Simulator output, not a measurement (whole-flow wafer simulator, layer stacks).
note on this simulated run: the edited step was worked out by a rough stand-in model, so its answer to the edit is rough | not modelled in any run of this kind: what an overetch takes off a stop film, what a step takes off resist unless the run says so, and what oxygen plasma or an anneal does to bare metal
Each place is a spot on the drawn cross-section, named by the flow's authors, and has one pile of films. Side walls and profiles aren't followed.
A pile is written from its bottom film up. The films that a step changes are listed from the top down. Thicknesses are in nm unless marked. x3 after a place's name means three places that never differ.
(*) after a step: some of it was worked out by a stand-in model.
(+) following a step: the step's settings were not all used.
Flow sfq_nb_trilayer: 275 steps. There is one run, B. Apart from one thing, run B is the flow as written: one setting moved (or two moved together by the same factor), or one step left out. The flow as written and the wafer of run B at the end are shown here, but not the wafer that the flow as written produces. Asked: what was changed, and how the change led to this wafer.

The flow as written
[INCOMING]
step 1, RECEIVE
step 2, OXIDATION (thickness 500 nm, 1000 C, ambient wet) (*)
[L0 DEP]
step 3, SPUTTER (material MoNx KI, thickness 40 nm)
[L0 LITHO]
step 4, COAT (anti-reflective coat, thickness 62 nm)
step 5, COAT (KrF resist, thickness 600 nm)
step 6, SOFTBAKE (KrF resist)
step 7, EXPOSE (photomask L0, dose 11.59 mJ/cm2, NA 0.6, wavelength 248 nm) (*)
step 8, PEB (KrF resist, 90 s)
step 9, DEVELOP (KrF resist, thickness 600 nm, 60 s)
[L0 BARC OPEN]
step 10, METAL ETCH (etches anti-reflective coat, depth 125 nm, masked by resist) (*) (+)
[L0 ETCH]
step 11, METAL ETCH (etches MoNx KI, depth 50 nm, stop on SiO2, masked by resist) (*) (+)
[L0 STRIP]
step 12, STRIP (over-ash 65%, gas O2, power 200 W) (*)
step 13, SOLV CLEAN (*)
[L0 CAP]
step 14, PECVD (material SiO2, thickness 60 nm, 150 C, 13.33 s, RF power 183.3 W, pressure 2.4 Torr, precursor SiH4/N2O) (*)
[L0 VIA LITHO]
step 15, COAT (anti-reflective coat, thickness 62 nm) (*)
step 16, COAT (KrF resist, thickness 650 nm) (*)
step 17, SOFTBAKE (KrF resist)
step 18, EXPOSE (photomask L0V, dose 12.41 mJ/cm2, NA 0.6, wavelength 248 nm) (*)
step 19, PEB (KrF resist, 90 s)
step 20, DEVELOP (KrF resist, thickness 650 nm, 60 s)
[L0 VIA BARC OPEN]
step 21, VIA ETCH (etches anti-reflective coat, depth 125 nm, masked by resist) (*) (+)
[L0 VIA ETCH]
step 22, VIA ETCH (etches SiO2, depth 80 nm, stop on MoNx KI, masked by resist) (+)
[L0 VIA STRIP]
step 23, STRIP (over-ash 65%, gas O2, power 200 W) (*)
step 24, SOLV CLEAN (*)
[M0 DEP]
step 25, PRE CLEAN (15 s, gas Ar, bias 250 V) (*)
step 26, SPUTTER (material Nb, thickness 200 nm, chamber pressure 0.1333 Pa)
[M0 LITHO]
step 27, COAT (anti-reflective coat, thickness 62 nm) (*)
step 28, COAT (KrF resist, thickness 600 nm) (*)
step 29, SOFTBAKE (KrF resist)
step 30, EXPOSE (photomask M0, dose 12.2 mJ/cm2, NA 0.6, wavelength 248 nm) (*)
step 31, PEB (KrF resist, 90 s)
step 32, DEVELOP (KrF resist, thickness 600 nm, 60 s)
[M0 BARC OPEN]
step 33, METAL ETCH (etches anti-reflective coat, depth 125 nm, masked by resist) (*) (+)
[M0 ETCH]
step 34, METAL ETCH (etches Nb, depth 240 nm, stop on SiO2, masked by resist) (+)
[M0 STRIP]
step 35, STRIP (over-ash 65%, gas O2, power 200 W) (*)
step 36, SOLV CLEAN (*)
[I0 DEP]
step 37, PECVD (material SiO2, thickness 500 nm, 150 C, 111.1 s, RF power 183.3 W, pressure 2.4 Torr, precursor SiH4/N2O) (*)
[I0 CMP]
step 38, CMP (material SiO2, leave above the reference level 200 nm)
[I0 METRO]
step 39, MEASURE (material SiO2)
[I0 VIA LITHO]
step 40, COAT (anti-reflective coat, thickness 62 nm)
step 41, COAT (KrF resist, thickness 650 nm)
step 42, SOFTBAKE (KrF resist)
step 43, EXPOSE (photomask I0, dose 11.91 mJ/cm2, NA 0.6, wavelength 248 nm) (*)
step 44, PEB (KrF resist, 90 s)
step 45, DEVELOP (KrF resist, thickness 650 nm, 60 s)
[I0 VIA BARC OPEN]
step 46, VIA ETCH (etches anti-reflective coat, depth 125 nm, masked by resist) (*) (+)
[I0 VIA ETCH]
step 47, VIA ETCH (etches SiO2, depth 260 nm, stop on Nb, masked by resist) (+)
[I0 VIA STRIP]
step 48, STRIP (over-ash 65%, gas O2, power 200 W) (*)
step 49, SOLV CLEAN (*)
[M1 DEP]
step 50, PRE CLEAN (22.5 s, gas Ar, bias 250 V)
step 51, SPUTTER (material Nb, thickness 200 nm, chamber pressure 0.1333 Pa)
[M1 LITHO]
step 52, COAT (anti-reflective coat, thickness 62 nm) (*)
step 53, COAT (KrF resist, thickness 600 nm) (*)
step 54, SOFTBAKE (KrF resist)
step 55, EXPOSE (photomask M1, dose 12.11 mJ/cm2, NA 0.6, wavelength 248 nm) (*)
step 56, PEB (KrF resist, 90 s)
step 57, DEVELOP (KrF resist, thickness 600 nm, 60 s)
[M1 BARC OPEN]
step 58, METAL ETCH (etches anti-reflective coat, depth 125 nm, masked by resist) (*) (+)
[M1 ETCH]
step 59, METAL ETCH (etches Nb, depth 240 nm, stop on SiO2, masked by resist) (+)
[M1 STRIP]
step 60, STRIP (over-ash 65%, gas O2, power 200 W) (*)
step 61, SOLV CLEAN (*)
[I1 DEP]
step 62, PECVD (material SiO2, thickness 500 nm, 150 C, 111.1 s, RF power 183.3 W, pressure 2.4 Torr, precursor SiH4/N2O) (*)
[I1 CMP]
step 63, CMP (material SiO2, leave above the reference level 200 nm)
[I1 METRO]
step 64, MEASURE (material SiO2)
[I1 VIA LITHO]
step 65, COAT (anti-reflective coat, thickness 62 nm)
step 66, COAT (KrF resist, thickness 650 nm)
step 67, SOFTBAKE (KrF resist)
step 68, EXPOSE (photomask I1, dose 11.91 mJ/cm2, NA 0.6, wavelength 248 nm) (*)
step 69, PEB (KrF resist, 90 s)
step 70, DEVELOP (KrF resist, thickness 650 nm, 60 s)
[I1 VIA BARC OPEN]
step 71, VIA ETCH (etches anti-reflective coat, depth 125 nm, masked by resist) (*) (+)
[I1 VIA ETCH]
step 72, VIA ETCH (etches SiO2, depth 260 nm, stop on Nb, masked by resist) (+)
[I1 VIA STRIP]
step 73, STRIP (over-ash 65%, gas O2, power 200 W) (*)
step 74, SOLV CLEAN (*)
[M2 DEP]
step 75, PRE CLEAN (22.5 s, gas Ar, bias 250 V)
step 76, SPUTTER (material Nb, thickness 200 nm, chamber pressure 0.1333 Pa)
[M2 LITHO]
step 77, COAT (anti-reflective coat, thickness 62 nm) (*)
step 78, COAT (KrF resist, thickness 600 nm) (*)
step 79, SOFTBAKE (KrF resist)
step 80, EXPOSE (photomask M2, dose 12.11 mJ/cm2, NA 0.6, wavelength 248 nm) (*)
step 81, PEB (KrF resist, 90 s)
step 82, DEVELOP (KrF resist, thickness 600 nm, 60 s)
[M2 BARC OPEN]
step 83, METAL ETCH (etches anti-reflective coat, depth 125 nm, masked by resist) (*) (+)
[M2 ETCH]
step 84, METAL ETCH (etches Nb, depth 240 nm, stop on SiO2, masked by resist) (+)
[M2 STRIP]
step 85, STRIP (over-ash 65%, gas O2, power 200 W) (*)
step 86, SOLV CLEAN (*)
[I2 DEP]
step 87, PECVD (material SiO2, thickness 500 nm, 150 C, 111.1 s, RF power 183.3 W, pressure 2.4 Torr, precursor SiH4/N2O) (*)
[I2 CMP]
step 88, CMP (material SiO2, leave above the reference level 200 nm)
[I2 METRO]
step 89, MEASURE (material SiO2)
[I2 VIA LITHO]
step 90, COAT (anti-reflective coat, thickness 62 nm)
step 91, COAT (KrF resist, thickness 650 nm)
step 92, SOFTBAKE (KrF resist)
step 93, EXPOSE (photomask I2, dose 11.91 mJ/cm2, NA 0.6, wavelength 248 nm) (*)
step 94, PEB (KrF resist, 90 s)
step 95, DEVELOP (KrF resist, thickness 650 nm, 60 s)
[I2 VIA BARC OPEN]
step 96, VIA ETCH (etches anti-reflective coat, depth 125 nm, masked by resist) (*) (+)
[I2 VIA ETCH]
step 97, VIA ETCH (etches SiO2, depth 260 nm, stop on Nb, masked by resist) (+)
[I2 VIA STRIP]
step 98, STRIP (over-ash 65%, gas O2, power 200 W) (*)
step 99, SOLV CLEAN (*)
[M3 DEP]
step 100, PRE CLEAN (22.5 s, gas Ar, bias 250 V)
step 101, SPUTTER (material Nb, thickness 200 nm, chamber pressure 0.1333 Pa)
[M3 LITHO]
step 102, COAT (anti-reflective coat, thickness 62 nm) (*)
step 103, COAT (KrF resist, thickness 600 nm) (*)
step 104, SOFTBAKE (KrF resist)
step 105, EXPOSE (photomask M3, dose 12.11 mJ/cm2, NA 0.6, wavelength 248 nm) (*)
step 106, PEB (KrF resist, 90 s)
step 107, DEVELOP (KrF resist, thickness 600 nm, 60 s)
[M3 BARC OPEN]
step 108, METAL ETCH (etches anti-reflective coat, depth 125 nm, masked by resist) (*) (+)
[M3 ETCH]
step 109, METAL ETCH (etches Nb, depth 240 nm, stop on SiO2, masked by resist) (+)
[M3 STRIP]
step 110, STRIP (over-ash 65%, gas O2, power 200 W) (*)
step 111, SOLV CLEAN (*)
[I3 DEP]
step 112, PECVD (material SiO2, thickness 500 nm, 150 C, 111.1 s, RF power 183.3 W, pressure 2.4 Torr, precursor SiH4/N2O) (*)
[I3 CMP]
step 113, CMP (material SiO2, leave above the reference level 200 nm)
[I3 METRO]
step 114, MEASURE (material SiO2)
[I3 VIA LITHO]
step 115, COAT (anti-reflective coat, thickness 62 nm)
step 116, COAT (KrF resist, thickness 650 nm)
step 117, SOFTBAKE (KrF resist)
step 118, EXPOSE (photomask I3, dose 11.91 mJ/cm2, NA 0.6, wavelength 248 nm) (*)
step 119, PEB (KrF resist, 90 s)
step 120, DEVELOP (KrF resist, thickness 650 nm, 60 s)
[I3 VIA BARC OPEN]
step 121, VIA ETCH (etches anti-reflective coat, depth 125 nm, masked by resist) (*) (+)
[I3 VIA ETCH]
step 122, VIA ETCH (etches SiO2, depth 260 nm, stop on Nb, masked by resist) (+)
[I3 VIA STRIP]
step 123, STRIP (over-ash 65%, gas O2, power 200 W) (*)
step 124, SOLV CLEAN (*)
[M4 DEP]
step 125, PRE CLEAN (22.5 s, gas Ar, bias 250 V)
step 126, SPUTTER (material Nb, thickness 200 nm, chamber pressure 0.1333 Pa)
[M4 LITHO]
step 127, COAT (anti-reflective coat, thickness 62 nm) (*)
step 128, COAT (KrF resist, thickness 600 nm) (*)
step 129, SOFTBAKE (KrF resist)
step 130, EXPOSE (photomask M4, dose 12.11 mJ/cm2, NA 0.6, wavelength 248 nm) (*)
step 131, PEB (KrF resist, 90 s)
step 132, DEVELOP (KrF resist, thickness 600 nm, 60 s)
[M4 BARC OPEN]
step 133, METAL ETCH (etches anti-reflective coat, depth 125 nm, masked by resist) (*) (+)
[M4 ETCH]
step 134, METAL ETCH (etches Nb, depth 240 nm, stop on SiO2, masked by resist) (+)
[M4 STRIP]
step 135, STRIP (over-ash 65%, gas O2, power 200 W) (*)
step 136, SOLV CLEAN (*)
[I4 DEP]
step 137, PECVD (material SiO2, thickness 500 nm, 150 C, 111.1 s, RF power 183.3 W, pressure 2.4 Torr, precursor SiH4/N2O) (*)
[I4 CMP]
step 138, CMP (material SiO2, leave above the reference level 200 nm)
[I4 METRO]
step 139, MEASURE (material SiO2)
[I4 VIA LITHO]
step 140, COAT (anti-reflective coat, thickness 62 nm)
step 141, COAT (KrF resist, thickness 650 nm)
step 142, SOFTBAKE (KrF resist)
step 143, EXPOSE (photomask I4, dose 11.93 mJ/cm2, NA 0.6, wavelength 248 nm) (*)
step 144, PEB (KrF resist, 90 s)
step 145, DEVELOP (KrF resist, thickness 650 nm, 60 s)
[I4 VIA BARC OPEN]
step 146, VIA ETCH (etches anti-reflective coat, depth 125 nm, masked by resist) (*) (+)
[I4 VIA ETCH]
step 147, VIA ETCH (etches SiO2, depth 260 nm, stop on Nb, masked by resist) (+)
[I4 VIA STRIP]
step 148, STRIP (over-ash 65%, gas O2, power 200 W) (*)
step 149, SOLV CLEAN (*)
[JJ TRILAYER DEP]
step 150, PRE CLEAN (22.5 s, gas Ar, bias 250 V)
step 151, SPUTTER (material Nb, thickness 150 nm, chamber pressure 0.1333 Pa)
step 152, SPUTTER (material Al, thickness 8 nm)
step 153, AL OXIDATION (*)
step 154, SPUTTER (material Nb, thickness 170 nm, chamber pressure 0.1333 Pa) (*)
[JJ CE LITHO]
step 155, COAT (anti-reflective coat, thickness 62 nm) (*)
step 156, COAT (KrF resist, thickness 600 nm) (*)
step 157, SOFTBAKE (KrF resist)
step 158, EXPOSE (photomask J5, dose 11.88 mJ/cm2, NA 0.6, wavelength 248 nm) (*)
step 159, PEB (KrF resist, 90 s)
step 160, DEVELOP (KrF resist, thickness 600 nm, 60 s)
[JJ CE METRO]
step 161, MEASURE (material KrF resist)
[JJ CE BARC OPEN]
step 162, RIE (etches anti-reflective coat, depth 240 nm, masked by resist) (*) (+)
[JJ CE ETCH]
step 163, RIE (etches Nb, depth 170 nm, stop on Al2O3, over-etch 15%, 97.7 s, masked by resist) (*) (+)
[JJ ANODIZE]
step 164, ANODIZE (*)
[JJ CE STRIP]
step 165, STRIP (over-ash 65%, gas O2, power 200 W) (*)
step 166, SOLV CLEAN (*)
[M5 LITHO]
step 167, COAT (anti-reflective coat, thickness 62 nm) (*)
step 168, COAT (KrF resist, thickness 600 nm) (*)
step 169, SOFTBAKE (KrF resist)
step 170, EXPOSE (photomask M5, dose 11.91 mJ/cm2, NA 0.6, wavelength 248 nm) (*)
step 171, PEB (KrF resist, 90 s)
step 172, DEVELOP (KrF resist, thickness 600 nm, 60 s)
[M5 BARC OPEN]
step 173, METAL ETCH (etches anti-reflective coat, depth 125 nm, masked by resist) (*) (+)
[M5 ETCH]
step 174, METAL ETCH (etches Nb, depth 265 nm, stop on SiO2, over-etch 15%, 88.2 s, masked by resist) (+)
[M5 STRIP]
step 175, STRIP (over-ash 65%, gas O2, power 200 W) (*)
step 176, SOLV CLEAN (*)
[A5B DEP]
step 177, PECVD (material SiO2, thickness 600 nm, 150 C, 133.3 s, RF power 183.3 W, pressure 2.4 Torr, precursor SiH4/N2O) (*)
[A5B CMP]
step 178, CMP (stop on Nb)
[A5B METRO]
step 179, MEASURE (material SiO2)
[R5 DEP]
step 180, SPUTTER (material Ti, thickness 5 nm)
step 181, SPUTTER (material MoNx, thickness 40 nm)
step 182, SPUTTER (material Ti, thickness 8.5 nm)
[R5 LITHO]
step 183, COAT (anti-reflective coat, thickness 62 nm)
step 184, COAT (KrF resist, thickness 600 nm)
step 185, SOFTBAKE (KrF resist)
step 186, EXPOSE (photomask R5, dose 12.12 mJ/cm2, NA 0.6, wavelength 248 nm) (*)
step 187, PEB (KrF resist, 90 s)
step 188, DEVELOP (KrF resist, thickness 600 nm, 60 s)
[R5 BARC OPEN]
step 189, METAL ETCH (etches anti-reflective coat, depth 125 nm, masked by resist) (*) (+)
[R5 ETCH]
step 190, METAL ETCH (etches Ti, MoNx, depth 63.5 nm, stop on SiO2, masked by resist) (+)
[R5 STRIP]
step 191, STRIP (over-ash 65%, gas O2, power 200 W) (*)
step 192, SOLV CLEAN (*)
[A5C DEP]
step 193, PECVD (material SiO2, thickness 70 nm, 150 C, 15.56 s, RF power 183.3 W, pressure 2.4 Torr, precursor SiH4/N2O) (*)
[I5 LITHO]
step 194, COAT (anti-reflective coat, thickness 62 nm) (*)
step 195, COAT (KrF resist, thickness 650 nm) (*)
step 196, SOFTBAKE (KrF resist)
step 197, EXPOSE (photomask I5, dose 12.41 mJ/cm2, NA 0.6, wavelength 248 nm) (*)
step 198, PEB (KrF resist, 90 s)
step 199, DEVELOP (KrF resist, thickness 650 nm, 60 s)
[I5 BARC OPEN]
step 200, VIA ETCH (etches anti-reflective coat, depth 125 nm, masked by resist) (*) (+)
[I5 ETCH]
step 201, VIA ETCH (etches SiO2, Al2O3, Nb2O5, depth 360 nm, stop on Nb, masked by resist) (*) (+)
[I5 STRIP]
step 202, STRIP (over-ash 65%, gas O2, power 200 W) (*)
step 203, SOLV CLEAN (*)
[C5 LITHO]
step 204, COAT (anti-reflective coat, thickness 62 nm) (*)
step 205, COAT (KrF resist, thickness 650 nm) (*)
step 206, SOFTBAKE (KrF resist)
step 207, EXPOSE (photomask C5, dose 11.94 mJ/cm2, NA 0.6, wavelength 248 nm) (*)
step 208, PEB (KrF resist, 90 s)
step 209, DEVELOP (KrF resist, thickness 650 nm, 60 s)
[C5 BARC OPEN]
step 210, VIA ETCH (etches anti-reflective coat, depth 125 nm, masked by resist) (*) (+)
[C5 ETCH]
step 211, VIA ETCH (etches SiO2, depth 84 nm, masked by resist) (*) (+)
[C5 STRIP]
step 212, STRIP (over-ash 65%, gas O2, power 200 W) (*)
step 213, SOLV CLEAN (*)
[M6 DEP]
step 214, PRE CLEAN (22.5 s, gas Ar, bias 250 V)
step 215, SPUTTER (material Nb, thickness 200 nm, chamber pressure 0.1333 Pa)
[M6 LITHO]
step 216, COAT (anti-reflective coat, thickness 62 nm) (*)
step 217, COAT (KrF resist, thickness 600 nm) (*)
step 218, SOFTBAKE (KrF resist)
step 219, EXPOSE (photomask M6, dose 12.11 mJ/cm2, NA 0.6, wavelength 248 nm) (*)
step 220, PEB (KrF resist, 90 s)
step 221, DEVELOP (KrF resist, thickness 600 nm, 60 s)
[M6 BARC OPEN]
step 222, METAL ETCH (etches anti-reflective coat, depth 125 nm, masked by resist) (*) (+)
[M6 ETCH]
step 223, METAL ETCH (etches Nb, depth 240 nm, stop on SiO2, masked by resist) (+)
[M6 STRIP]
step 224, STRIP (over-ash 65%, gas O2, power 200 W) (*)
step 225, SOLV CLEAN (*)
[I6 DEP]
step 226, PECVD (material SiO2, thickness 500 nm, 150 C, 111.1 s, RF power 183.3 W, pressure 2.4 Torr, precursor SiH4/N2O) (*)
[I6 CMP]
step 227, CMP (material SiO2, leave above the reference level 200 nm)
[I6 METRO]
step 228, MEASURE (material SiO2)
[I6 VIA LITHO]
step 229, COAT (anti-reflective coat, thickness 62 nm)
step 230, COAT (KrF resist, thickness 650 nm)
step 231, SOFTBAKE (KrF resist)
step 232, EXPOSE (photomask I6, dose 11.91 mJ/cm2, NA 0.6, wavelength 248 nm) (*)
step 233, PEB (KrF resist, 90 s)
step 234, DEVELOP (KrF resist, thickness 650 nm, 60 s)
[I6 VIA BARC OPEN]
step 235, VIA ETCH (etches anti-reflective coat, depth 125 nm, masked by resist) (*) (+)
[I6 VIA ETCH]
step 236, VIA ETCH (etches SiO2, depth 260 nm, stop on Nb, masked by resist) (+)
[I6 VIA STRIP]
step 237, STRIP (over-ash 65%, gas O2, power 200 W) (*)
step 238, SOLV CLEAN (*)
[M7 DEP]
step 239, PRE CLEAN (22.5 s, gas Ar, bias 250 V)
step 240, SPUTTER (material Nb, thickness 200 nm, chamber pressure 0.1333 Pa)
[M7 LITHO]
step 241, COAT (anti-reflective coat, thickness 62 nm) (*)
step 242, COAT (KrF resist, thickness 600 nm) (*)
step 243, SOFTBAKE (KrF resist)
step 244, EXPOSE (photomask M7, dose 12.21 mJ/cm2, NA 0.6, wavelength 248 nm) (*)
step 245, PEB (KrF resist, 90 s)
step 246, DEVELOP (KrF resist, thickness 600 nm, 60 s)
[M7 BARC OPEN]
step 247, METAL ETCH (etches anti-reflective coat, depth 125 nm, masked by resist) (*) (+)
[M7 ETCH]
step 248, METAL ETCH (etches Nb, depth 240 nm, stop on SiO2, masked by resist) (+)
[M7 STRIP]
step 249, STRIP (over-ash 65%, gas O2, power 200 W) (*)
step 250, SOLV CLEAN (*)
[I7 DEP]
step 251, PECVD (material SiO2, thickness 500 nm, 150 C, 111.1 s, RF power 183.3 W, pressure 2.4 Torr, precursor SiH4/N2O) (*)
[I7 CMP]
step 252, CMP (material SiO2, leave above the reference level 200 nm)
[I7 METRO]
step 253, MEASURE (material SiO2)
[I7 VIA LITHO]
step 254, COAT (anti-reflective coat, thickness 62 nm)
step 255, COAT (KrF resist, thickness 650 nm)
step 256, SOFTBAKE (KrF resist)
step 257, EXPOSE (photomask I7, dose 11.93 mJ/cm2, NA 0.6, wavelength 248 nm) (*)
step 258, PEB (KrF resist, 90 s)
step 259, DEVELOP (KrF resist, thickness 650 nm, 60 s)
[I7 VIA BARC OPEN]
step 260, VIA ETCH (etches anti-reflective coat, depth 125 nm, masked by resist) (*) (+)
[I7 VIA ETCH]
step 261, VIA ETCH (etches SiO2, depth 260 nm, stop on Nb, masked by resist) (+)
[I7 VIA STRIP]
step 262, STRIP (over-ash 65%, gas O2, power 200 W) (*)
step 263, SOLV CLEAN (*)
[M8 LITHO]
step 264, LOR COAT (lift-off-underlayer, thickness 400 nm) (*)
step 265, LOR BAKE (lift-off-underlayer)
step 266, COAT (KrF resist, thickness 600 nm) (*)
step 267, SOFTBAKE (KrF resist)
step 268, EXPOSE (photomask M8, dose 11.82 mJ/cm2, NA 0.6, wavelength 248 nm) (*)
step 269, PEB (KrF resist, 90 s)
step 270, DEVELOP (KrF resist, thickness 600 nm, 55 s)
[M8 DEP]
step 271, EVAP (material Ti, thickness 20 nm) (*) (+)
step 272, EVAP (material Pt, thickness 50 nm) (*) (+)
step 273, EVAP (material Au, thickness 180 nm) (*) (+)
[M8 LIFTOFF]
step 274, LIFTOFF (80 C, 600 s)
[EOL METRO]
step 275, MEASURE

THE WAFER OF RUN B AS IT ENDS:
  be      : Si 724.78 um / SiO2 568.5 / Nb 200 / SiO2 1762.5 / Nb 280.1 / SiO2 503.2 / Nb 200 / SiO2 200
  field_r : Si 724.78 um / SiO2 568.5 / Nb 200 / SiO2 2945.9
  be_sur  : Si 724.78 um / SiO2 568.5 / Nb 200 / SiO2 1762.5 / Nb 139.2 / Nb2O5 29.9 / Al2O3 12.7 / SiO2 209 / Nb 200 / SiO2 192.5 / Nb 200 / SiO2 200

What caused this: step 14, PECVD: thickness 73.5 nm was run, while the flow as written has thickness 60 nm; step 14, PECVD: 16.33 s was run, where the flow has 13.33 s.

Step by step, how the change led to this:
  step 14, PECVD (material SiO2, thickness 60 nm, 150 C, 13.33 s, RF power 183.3 W, pressure 2.4 Torr, precursor SiH4/N2O) (*)
      v_sur, via_wl, via_w and 97 more: SiO2 gains 73.5 (as written it would have been: SiO2 gains 60)
      field_l, l0_sur, l0v, l0r_line_l, l0r_line_c, l0r_line_r: SiO2 gains 73.5 (new film) (as written it would have been: SiO2 gains 60 (new film))
  step 22, VIA ETCH (etches SiO2, depth 80 nm, stop on MoNx KI, masked by resist) (+)
      l0v: SiO2 loses 73.3 (all of it) (as written it would have been: SiO2 loses 59.8 (all of it))
  step 27, COAT (anti-reflective coat, thickness 62 nm) (*)
      l0v: anti-reflective coat gains 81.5 (new film) (as written it would have been: anti-reflective coat gains 78 (new film))
  step 35, STRIP (over-ash 65%, gas O2, power 200 W) (*)
      l0v: KrF resist loses 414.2 (all of it), anti-reflective coat loses 81.5 (all of it) (as written it would have been: KrF resist loses 405.3 (all of it), anti-reflective coat loses 78 (all of it))
  step 38, CMP (material SiO2, leave above the reference level 200 nm)
      l0v: SiO2 loses 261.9 (as written it would have been: SiO2 loses 277.8)
